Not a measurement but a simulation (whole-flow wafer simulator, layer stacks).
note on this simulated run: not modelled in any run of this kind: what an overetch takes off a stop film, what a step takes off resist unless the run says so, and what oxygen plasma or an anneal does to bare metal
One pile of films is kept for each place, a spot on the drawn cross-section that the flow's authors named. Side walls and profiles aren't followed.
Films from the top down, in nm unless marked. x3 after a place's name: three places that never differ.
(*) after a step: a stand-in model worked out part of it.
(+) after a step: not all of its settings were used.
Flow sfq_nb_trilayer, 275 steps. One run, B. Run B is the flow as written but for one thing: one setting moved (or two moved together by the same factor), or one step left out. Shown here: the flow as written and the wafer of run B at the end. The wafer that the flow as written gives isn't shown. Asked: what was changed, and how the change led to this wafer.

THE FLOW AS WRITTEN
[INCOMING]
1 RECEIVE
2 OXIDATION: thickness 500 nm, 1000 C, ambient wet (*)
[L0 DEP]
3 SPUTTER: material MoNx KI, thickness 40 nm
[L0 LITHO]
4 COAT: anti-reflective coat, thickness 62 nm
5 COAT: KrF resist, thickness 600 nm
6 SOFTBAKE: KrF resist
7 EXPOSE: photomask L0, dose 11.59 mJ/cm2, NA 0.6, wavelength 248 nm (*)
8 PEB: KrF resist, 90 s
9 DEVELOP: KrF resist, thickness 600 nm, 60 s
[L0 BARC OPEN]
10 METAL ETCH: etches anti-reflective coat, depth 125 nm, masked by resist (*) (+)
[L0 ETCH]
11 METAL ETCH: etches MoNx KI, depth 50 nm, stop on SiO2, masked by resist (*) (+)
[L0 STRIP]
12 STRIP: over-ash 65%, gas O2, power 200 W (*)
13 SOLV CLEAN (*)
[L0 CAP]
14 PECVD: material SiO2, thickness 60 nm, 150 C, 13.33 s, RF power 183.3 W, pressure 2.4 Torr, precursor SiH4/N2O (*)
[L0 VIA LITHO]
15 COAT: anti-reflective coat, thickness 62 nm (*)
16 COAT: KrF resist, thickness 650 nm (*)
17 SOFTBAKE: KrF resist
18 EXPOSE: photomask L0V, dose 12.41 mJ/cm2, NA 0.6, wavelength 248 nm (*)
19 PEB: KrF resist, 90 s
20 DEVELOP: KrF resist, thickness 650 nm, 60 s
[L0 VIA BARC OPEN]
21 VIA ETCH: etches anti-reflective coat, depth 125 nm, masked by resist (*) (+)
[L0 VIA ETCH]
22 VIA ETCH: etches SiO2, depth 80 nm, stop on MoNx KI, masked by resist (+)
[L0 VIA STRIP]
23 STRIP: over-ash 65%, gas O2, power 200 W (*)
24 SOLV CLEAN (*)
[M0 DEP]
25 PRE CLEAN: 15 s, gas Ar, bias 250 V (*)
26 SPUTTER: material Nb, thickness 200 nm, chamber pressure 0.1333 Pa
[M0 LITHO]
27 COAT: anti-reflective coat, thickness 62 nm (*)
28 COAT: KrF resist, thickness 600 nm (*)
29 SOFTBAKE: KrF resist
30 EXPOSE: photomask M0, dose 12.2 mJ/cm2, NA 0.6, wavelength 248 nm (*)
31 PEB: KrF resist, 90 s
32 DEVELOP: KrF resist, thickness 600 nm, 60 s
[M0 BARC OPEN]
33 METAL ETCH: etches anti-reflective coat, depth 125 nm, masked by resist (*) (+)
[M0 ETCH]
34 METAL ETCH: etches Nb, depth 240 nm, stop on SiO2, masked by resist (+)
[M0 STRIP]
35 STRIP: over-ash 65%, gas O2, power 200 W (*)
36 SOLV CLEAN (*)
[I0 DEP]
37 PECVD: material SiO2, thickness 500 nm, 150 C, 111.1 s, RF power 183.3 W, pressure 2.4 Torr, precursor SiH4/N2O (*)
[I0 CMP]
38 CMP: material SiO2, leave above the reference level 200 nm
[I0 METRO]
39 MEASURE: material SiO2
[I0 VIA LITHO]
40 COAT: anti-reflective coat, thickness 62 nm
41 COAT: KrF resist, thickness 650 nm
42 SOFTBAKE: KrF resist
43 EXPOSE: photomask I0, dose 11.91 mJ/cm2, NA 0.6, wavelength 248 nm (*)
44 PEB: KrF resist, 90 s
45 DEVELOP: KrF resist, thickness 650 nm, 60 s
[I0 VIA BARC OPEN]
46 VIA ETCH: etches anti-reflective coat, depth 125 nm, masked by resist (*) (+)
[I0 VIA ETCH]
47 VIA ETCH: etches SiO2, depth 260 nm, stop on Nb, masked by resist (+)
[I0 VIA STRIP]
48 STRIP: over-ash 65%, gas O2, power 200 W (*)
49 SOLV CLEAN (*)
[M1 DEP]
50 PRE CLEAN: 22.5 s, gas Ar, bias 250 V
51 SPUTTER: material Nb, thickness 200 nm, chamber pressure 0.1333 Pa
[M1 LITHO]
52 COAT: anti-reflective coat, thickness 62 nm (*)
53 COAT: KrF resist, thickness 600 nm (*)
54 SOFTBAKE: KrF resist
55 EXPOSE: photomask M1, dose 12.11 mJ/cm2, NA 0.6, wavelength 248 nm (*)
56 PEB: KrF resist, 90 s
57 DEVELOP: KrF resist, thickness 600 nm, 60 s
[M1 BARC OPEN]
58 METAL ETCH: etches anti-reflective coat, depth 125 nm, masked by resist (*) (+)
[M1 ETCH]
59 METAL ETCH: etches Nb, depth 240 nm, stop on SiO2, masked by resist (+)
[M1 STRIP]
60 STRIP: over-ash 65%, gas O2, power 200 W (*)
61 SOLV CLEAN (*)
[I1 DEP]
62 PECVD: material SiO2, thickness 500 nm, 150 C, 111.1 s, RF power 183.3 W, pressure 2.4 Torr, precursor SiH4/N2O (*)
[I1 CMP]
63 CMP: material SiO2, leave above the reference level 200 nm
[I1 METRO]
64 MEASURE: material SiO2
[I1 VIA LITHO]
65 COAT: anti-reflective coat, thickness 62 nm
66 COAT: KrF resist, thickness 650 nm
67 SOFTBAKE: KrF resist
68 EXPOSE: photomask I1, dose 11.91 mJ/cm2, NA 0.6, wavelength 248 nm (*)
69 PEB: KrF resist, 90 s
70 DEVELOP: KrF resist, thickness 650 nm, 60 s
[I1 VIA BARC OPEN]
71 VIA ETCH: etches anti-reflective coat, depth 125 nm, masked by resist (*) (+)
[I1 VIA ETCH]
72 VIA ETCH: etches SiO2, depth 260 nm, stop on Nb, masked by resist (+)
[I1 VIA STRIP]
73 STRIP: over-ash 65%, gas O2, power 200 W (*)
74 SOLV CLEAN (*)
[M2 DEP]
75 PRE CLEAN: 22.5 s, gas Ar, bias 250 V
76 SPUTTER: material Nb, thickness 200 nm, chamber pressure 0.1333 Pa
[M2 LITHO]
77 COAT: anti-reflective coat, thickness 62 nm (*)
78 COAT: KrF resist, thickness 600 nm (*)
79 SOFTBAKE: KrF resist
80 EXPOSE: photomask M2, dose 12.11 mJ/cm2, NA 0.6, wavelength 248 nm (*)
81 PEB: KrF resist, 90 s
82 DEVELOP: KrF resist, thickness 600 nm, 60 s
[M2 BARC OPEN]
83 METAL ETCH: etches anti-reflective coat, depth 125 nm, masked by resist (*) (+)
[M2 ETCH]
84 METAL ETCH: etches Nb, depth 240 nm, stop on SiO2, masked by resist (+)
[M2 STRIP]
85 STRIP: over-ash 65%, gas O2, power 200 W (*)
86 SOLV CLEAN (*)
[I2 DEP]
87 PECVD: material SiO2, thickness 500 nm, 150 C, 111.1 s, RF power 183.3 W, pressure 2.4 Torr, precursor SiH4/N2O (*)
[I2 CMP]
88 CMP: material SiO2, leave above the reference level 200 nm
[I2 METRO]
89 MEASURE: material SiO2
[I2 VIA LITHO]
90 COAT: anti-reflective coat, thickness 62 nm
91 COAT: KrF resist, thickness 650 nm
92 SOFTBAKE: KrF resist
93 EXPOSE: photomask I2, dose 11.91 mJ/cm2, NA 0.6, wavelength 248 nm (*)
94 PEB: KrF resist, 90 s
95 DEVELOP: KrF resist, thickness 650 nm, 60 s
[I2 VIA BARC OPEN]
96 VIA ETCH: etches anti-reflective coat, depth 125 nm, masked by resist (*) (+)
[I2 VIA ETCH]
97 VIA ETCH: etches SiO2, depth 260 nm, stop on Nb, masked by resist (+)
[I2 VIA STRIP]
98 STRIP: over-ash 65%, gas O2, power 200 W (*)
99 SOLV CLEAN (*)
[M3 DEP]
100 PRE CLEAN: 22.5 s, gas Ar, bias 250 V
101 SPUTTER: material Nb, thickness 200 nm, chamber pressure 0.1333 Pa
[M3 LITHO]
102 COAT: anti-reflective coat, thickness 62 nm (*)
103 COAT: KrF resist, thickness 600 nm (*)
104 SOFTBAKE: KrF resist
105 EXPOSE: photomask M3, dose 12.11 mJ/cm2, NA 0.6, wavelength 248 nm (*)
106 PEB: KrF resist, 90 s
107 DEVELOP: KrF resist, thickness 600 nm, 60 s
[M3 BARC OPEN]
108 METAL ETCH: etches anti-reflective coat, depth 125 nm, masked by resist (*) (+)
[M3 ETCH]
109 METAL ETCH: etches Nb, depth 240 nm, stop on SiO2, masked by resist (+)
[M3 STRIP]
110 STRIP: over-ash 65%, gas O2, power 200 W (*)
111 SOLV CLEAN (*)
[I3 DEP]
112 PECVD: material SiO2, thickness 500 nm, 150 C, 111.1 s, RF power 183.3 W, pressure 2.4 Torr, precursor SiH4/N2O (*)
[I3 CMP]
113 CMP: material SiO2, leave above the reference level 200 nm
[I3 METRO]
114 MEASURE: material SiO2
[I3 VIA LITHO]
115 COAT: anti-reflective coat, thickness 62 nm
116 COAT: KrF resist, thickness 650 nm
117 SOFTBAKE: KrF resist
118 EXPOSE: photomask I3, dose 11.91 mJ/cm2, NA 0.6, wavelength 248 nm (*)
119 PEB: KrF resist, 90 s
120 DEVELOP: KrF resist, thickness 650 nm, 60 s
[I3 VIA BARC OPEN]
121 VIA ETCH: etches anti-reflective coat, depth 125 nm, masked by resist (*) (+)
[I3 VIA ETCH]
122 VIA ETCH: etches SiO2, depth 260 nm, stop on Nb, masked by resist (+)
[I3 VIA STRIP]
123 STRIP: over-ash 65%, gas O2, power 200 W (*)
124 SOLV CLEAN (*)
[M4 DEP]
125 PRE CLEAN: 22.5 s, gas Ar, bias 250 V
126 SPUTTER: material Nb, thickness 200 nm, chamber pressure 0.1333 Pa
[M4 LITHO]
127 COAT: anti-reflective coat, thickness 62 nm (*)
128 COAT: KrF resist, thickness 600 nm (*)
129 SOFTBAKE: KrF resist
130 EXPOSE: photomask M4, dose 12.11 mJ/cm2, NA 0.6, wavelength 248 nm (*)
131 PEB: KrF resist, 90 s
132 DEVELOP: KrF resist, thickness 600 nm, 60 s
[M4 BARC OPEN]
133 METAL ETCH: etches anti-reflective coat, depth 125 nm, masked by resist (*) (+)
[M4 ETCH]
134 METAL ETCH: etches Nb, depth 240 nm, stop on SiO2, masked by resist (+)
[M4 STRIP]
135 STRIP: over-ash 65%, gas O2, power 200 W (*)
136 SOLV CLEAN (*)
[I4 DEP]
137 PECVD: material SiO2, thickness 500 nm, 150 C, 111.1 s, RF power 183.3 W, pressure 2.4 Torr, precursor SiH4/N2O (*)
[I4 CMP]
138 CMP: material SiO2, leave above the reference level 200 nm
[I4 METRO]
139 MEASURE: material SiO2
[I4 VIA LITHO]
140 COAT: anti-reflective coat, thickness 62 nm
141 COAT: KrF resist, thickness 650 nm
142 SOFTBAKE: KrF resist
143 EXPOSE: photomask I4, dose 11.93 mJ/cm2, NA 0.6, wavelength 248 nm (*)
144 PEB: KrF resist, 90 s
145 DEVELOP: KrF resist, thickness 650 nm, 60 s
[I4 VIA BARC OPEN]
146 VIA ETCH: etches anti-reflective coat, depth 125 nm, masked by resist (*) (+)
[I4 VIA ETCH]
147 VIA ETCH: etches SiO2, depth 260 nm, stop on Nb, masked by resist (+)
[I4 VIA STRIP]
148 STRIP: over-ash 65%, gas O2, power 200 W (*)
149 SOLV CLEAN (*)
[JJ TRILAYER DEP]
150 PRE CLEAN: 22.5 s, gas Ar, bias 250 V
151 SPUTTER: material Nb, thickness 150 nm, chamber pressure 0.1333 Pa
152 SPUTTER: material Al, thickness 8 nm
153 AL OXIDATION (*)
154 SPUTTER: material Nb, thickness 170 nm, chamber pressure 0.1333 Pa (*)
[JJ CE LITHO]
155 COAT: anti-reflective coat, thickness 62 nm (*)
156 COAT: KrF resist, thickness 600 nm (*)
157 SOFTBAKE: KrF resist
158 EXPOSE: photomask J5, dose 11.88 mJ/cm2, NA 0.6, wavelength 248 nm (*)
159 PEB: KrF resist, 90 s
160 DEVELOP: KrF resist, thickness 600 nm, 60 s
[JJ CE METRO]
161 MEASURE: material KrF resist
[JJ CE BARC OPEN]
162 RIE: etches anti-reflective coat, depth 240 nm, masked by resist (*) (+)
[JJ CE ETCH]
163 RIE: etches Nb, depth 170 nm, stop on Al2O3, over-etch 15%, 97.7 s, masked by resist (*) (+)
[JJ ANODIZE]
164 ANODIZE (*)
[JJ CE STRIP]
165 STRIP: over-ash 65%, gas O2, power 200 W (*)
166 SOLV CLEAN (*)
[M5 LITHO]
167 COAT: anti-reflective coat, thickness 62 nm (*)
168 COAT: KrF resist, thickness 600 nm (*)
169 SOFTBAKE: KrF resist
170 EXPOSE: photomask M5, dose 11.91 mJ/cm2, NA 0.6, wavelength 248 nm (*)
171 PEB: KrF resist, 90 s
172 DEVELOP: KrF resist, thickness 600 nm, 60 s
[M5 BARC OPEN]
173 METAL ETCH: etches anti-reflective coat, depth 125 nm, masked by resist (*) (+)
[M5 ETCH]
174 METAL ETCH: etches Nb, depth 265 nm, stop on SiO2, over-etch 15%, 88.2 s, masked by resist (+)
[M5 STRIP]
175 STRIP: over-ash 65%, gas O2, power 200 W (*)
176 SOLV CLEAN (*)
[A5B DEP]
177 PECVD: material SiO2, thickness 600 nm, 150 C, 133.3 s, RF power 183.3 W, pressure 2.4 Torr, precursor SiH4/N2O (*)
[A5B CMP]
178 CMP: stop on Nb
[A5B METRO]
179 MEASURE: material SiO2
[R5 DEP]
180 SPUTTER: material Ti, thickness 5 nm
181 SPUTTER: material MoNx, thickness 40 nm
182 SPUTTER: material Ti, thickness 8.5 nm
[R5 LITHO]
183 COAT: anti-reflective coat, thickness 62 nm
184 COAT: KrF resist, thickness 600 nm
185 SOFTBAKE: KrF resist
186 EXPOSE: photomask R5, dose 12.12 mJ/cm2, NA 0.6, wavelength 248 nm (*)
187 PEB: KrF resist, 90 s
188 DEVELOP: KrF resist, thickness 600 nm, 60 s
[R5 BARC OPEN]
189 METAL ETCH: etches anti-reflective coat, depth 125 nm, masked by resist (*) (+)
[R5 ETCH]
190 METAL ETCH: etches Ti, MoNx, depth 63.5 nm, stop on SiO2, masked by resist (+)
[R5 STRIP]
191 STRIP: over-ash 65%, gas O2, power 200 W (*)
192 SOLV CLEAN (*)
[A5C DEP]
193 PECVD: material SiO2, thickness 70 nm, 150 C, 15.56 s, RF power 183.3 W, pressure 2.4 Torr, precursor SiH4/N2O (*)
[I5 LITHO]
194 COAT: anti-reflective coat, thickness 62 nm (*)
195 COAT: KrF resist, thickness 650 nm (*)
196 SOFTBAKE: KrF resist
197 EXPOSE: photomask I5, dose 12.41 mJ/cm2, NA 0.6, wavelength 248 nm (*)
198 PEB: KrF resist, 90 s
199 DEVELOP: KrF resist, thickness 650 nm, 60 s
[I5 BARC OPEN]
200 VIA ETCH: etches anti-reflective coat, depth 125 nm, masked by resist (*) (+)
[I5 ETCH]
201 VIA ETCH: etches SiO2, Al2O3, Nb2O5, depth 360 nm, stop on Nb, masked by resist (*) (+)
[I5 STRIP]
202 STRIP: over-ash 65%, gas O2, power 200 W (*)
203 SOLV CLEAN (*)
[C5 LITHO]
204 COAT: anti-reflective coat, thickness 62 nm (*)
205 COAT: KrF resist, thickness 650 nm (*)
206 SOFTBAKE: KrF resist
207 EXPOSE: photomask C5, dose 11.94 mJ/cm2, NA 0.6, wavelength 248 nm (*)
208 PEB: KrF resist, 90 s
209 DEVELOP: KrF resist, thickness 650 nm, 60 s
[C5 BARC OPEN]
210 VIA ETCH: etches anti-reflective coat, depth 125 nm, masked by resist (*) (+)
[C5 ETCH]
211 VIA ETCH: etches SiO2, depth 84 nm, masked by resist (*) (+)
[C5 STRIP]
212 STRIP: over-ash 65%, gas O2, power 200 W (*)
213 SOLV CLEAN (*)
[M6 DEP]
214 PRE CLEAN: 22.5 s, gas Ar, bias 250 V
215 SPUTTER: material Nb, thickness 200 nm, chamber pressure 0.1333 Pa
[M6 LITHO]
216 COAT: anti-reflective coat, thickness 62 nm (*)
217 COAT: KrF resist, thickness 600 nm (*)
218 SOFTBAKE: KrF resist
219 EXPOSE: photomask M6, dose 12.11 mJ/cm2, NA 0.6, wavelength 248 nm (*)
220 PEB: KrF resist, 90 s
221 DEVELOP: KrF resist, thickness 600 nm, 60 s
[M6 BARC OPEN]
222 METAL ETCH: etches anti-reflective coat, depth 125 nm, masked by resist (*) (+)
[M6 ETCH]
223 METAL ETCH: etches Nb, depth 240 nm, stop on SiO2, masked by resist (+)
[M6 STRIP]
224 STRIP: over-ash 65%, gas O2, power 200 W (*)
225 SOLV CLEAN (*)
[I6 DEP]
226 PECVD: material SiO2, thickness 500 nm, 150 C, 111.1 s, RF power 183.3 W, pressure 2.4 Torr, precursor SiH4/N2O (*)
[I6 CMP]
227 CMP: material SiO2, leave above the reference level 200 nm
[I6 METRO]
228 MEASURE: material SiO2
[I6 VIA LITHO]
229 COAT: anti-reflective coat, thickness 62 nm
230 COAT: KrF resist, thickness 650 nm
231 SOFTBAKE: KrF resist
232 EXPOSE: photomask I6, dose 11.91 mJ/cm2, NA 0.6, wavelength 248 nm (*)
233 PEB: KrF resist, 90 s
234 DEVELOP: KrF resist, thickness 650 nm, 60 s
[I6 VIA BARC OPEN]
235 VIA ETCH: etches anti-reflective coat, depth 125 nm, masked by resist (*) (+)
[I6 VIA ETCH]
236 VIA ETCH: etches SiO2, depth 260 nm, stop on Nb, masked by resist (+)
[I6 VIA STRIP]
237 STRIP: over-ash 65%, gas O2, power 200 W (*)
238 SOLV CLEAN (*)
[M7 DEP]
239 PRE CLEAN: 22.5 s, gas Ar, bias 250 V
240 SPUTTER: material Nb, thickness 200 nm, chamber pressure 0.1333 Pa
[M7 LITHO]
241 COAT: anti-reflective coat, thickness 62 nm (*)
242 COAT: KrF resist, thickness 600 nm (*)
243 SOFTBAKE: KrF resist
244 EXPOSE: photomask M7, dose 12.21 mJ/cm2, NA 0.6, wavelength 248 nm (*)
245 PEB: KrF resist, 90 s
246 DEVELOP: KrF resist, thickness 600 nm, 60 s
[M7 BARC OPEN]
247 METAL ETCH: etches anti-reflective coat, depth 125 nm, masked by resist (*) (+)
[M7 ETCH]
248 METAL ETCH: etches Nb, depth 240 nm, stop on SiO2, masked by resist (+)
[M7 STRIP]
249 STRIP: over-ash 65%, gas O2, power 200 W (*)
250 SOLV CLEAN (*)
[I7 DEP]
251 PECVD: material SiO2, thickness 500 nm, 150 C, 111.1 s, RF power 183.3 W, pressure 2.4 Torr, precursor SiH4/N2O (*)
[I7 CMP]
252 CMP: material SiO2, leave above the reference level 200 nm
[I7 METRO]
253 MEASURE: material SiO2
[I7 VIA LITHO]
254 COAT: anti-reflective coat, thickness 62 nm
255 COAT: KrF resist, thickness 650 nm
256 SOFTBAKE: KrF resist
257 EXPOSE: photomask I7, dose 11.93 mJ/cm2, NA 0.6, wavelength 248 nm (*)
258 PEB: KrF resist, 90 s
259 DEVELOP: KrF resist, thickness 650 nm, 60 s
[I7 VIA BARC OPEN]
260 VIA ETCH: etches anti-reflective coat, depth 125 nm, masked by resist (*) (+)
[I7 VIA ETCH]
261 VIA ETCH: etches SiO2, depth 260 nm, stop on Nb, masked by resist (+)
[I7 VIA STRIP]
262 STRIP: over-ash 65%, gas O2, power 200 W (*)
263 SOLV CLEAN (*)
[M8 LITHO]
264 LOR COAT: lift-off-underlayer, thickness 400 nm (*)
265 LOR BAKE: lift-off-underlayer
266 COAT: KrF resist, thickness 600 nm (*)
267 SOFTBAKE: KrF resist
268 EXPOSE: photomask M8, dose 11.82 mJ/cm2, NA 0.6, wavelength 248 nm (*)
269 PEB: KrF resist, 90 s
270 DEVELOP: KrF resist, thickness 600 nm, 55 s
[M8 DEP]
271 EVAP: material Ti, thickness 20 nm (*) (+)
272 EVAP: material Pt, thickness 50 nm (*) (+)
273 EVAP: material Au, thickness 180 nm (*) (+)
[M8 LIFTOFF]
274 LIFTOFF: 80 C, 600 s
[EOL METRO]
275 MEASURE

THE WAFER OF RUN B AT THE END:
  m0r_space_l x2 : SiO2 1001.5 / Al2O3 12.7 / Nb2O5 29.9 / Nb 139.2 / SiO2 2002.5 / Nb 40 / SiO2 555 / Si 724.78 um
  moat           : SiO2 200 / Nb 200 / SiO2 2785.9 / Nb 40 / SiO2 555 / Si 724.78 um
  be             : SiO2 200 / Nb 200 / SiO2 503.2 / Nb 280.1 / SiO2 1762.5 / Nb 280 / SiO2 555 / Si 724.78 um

The cause: step 26, SPUTTER: thickness 280 nm was run, where the flow has thickness 200 nm.
It can be read off the wafer: be has Nb 280, and step 26 as written asks for 200 nm.

How the change led to this, step by step:
  26 SPUTTER: material Nb, thickness 200 nm, chamber pressure 0.1333 Pa
      field_l, v_sur, via_wl and 102 more: Nb +280 (new film) (as written it would be: Nb +200 (new film))
      l0v: Nb +275.9 (new film) (as written it would be: Nb +195.7 (new film))
  34 METAL ETCH: etches Nb, depth 240 nm, stop on SiO2, masked by resist (+)
      moat, m0r_space_l x2: Nb -240 (as written it would be: Nb -200 (all of it))
  37 PECVD: material SiO2, thickness 500 nm, 150 C, 111.1 s, RF power 183.3 W, pressure 2.4 Torr, precursor SiH4/N2O (*)
      moat, m0r_space_l x2: SiO2 +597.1 (new film) (as written it would be: SiO2 +557.1)
Counting metal films that touch as one body, m0r_space_l x2 has 2 bodies (between them, from the top down: SiO2 2002.5); the flow as written gives 1 body.
Counting metal films that touch as one body, moat has 2 bodies (between them, from the top down: SiO2 2785.9); the flow as written gives 1 body.
